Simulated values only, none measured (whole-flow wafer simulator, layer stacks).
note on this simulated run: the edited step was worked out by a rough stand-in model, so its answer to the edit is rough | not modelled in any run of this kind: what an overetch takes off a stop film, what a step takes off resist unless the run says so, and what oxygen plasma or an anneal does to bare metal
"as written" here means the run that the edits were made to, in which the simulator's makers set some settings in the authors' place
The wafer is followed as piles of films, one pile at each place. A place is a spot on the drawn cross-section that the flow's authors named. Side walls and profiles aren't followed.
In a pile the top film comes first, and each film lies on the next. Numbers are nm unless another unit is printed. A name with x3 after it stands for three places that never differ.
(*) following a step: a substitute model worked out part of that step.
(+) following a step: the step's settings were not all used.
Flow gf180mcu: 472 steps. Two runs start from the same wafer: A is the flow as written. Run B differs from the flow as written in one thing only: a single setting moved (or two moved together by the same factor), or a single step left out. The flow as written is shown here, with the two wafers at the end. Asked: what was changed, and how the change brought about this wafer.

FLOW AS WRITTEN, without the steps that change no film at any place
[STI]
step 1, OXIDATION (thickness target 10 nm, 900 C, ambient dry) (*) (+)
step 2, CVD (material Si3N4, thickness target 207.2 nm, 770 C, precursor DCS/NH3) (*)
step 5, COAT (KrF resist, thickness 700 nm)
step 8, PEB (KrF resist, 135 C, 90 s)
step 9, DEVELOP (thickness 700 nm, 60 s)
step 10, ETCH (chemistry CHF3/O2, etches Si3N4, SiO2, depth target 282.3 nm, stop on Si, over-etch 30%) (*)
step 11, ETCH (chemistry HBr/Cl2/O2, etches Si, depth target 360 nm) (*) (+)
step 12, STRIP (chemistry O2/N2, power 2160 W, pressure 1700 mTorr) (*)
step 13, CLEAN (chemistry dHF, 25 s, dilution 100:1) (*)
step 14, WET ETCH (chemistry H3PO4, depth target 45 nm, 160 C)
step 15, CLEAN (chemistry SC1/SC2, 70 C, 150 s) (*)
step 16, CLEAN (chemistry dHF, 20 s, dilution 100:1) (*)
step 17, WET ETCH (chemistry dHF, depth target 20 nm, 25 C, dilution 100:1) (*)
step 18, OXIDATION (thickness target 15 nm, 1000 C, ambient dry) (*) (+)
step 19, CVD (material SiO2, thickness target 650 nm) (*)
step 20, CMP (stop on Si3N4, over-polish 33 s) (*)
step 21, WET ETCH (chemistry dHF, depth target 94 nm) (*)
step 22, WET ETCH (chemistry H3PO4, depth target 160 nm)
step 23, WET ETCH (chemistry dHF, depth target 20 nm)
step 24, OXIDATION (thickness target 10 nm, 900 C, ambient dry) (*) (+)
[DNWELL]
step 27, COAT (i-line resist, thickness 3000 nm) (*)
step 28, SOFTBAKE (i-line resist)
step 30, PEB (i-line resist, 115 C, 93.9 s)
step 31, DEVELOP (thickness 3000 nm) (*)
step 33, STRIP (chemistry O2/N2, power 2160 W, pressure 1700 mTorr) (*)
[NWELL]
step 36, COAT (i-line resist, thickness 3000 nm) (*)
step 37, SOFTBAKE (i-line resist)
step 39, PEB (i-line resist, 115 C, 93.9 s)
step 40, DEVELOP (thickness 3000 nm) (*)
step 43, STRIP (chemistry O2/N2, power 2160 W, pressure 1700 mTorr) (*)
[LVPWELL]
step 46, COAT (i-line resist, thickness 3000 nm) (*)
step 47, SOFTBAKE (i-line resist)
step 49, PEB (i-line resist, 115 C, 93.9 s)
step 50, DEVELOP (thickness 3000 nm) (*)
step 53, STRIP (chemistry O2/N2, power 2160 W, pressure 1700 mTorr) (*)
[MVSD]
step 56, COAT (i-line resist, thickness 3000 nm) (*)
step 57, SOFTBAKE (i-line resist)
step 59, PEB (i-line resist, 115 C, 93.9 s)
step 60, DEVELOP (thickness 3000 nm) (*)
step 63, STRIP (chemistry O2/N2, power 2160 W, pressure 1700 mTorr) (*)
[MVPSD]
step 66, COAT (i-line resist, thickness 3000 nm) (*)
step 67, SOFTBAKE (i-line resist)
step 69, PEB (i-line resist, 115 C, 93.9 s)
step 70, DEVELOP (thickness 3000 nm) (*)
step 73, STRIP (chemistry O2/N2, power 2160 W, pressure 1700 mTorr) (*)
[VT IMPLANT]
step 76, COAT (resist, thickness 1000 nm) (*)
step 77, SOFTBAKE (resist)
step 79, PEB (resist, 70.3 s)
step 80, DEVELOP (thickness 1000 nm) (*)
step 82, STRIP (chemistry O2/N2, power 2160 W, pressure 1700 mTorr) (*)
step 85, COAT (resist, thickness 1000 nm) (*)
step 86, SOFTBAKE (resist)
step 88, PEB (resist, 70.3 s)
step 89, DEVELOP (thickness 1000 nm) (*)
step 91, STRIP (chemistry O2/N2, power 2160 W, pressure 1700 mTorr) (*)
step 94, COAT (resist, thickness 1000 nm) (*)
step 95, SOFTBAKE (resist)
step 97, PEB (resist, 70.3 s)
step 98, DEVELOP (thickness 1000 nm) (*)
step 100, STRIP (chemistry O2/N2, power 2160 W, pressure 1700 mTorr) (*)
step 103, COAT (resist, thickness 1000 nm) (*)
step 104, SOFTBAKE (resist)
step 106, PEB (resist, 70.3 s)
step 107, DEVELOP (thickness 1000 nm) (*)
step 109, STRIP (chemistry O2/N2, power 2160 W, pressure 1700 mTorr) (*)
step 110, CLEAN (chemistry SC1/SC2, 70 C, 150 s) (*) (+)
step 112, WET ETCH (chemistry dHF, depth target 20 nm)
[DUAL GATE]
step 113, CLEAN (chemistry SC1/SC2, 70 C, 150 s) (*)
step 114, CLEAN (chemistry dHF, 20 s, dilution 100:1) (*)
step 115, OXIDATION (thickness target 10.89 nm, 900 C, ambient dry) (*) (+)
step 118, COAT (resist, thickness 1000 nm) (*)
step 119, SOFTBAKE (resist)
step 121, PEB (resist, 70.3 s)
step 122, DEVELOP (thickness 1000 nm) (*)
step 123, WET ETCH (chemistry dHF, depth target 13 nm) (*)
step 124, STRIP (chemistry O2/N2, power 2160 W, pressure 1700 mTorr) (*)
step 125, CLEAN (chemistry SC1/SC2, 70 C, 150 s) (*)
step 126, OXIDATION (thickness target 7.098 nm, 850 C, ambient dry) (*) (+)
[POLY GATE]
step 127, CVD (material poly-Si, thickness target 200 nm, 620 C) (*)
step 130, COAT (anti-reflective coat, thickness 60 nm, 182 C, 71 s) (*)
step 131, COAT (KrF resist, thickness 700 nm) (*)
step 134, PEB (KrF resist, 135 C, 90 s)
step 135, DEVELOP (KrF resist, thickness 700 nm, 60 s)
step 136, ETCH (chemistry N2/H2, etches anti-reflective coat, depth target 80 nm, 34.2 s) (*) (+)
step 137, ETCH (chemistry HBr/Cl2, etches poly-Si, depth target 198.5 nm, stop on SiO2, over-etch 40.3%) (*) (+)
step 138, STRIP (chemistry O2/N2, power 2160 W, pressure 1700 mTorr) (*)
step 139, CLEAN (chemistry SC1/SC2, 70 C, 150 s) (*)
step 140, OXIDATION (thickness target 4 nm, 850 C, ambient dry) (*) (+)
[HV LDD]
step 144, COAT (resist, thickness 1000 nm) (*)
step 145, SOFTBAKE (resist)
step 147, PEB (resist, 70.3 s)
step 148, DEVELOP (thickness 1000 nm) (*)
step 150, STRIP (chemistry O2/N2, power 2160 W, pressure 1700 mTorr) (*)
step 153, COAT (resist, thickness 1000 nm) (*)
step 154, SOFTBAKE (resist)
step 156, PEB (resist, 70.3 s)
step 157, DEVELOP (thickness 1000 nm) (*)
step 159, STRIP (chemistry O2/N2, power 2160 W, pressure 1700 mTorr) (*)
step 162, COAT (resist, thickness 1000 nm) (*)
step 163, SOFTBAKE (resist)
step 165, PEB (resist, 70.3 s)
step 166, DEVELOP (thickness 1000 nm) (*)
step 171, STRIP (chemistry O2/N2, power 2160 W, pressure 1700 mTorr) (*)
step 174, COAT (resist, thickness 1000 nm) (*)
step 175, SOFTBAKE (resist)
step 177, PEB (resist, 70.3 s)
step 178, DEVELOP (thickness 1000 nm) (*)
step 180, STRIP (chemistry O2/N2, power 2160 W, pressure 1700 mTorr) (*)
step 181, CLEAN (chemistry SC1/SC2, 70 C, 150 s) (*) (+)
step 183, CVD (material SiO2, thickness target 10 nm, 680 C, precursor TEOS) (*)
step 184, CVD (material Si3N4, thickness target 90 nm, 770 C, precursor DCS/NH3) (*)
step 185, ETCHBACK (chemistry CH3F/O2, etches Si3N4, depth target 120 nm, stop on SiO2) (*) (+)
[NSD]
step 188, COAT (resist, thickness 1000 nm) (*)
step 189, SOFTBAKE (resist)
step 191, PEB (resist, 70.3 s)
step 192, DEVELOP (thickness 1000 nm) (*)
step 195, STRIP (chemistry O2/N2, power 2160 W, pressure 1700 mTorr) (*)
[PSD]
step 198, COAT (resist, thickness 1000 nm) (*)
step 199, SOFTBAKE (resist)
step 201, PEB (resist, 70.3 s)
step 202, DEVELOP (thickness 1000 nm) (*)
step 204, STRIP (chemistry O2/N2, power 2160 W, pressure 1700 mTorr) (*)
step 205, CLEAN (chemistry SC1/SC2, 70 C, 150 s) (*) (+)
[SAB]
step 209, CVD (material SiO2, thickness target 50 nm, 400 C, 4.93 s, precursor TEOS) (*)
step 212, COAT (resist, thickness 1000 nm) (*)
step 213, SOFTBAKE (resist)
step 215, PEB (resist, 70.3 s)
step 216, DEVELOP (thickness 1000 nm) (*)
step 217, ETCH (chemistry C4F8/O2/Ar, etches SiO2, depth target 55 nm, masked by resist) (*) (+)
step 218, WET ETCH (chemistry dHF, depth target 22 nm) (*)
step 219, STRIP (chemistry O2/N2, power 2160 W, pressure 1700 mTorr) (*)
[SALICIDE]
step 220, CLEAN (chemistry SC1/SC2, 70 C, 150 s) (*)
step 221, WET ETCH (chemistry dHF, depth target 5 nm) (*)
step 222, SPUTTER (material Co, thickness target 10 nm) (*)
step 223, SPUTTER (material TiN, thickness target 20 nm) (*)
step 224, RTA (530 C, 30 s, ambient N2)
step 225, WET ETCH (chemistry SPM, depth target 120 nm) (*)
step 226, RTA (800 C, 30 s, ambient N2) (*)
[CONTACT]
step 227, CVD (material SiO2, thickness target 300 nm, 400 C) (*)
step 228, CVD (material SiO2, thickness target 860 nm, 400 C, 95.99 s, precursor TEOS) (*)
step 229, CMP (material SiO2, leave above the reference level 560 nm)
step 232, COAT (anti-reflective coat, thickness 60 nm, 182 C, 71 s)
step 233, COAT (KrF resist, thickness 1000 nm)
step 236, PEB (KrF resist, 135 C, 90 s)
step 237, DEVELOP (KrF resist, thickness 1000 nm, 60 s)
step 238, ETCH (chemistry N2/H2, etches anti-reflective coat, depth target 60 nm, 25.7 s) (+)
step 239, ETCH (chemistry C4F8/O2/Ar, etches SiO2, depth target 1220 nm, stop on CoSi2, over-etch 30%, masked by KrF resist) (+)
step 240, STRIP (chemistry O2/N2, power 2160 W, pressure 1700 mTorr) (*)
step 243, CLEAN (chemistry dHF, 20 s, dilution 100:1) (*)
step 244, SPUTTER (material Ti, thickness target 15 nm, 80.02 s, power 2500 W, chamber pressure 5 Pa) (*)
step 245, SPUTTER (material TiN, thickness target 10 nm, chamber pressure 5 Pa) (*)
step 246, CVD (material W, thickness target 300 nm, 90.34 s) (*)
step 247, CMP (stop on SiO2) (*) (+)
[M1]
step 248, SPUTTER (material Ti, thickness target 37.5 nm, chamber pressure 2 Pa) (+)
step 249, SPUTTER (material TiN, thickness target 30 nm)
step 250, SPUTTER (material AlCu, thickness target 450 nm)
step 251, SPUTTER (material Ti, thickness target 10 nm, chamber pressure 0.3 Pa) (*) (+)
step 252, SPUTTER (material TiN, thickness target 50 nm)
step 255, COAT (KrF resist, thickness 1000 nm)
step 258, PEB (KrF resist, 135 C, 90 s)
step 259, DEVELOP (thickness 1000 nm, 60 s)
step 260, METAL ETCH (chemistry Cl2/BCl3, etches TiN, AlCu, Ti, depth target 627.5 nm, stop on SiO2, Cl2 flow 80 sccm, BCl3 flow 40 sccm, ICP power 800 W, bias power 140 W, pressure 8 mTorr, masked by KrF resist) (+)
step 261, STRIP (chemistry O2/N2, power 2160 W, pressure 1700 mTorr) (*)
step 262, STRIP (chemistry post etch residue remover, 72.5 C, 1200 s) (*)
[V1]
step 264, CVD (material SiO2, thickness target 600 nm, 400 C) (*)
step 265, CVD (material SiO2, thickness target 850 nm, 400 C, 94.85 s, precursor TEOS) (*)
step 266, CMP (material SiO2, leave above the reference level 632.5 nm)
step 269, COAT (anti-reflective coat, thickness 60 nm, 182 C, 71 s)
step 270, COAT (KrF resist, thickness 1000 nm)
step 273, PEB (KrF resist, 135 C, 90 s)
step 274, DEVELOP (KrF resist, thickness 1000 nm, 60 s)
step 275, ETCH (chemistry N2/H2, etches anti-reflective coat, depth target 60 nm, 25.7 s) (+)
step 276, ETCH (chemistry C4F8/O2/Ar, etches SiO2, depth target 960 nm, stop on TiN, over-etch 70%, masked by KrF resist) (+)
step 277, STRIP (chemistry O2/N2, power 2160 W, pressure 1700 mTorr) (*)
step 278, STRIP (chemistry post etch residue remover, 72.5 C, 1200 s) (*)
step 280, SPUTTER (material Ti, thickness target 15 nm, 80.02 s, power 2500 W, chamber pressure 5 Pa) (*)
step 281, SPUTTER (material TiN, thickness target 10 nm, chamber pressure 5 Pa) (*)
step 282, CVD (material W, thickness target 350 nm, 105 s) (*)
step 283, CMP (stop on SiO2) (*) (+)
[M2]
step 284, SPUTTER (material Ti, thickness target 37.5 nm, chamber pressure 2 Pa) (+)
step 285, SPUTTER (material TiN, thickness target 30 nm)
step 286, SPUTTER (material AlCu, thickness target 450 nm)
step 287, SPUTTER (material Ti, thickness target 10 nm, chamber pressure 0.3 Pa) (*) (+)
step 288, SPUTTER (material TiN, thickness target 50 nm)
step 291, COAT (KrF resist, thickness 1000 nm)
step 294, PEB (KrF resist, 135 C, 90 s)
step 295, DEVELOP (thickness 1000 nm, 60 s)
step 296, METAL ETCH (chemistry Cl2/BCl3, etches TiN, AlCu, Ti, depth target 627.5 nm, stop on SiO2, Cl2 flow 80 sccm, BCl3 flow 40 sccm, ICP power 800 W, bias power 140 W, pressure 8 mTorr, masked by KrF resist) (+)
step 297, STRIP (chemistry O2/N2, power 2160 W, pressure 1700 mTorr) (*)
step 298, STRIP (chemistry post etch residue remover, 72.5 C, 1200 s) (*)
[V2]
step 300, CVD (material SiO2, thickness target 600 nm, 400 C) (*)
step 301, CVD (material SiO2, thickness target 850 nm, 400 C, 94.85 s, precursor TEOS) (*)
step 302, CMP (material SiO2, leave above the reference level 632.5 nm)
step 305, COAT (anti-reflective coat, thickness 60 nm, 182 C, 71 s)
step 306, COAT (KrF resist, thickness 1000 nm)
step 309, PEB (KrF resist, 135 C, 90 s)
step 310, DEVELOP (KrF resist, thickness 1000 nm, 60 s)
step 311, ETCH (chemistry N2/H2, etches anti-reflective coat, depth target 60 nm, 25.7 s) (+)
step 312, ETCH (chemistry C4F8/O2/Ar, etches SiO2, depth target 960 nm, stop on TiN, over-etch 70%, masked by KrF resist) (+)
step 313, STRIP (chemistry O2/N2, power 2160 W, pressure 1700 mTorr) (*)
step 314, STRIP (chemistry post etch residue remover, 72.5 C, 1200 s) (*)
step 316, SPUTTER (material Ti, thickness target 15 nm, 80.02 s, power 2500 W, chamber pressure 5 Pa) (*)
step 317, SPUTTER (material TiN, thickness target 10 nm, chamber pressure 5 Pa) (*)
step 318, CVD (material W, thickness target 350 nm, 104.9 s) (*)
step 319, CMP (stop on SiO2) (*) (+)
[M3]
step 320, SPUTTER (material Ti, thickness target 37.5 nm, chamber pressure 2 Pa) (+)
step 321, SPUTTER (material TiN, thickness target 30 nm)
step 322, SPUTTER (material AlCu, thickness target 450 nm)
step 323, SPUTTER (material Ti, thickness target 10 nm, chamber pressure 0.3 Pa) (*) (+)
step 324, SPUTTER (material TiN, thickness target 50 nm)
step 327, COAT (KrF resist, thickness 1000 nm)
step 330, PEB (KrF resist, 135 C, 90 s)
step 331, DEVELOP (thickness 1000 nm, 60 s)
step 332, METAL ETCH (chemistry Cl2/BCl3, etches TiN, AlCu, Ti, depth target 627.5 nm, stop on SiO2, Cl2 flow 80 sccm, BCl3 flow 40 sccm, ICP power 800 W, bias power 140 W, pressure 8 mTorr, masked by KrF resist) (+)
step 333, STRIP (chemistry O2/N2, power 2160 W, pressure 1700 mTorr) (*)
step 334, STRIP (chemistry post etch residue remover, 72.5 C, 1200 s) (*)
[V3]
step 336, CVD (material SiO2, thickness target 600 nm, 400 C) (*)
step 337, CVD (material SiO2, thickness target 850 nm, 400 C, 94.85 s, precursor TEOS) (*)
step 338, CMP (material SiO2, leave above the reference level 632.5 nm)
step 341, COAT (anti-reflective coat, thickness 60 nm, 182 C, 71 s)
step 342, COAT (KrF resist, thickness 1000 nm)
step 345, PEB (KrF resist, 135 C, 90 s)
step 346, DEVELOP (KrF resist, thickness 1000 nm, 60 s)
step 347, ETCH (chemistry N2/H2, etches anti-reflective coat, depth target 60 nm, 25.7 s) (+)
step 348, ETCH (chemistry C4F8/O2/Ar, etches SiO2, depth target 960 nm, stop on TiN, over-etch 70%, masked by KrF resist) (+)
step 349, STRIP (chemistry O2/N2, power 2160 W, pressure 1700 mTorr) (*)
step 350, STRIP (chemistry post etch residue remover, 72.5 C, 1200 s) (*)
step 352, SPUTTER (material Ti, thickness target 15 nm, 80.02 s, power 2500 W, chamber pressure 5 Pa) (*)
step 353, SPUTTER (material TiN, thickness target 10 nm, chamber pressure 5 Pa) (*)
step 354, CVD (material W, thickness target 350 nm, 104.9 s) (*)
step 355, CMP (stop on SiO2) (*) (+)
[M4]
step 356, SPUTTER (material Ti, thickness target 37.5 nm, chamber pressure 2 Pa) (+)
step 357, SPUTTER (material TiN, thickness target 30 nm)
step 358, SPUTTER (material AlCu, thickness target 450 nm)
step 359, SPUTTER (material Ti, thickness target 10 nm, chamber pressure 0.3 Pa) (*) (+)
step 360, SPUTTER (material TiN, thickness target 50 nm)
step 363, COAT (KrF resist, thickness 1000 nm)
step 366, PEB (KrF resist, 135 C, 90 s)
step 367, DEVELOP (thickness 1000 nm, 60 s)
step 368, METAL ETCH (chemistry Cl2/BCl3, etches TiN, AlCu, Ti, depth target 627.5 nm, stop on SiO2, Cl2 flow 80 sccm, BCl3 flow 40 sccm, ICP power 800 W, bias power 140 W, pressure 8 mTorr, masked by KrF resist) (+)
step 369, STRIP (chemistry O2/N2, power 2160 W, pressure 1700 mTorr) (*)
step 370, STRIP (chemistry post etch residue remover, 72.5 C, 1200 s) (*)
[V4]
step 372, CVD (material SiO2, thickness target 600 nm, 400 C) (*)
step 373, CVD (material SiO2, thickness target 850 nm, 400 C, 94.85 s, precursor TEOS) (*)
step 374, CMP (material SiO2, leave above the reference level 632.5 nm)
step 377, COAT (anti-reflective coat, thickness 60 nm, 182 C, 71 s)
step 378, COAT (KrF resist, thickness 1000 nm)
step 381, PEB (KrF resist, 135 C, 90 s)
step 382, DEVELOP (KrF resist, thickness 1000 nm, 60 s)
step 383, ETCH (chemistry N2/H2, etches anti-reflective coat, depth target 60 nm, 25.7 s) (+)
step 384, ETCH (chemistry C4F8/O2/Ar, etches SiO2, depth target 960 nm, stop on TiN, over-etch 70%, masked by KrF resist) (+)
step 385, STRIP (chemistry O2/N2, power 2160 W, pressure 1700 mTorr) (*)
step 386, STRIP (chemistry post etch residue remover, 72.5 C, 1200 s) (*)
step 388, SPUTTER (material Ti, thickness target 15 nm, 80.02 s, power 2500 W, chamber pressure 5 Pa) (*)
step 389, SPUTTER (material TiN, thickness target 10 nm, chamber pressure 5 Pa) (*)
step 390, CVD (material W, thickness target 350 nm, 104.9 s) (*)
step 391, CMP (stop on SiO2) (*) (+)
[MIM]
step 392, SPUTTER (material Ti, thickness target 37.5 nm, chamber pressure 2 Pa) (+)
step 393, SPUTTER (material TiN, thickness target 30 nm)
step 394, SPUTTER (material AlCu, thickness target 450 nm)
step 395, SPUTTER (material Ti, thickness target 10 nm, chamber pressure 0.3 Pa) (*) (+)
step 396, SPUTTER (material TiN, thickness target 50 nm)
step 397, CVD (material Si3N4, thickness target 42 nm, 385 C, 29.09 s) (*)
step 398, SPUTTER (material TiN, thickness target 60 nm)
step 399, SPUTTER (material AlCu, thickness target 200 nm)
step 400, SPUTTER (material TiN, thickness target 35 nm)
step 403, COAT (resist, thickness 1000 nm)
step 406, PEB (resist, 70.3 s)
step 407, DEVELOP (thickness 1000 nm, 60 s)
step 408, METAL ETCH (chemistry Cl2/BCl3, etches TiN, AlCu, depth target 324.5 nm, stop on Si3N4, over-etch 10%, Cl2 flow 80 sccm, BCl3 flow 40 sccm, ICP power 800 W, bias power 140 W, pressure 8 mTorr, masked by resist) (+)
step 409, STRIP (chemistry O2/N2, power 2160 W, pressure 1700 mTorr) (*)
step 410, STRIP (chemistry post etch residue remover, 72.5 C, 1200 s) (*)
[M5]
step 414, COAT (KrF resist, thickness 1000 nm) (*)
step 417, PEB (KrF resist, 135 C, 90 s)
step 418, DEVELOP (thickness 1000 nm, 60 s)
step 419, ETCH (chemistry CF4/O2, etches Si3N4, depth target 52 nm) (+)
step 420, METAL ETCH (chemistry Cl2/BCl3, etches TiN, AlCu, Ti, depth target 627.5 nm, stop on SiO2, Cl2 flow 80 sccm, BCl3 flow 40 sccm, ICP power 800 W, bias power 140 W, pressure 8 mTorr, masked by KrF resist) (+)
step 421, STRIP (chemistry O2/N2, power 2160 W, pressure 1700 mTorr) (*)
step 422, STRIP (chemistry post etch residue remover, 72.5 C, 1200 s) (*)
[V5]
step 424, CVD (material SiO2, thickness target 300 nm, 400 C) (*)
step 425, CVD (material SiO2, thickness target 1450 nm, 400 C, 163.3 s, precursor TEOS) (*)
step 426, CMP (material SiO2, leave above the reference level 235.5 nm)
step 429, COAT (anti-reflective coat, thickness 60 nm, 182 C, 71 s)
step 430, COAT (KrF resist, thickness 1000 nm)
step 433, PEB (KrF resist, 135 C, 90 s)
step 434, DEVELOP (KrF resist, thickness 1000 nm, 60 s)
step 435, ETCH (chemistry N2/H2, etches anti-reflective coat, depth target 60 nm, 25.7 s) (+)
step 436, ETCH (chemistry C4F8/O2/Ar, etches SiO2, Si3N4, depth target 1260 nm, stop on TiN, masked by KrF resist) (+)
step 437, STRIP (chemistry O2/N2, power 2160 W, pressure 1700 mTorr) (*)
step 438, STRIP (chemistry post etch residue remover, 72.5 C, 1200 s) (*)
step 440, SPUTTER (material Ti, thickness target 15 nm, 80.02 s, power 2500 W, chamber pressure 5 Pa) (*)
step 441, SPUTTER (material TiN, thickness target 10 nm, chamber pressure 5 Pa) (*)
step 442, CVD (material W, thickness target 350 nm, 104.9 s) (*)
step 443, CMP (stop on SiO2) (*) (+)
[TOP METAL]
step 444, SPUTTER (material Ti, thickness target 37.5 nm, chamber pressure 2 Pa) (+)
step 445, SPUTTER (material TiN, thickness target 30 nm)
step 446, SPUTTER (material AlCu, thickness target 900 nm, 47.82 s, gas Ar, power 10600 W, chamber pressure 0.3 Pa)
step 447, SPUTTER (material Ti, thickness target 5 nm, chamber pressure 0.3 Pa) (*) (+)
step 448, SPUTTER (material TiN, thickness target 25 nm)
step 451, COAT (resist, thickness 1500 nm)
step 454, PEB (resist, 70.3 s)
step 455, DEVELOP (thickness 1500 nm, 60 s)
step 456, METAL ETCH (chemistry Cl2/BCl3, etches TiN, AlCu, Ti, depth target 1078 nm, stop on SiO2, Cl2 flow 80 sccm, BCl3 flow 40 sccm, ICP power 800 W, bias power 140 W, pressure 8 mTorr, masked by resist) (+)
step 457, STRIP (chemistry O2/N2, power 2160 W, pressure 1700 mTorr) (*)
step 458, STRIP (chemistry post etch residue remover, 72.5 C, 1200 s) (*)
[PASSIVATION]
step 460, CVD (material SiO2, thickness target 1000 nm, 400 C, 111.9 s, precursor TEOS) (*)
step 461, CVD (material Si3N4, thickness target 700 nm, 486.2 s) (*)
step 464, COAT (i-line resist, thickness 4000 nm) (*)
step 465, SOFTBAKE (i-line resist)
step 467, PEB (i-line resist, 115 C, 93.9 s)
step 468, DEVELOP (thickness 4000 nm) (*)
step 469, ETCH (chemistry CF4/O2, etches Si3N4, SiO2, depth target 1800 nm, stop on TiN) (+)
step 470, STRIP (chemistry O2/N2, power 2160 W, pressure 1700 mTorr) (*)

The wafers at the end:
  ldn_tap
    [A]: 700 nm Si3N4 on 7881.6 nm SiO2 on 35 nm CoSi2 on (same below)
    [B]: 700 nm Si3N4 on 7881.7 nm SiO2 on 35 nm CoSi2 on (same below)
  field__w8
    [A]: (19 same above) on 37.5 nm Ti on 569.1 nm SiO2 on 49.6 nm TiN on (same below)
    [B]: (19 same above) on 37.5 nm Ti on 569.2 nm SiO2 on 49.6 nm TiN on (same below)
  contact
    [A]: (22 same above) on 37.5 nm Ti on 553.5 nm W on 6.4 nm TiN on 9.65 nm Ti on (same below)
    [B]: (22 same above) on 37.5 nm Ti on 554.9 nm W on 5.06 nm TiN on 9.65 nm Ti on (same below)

Cause: step 353, SPUTTER: thickness target 7.9 nm was run, whereas the flow has thickness target 10 nm.

Step by step, how the change led to this:
  step 353, SPUTTER (material TiN, thickness target 10 nm, chamber pressure 5 Pa) (*)
      field, field__w1, field__w2 and 107 more: A TiN gains 10 (new film) | B TiN gains 7.9 (new film)
      contact: A TiN gains 6.4 (new film) | B TiN gains 5.06 (new film)
  step 355, CMP (stop on SiO2) (*) (+)
      field, field__w1, field__w2 and 107 more: A W loses 350 (all of it), TiN loses 10 (all of it), Ti loses 15 (all of it), SiO2 loses 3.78 | B W loses 350 (all of it), TiN loses 7.9 (all of it), Ti loses 15 (all of it), SiO2 loses 3.76
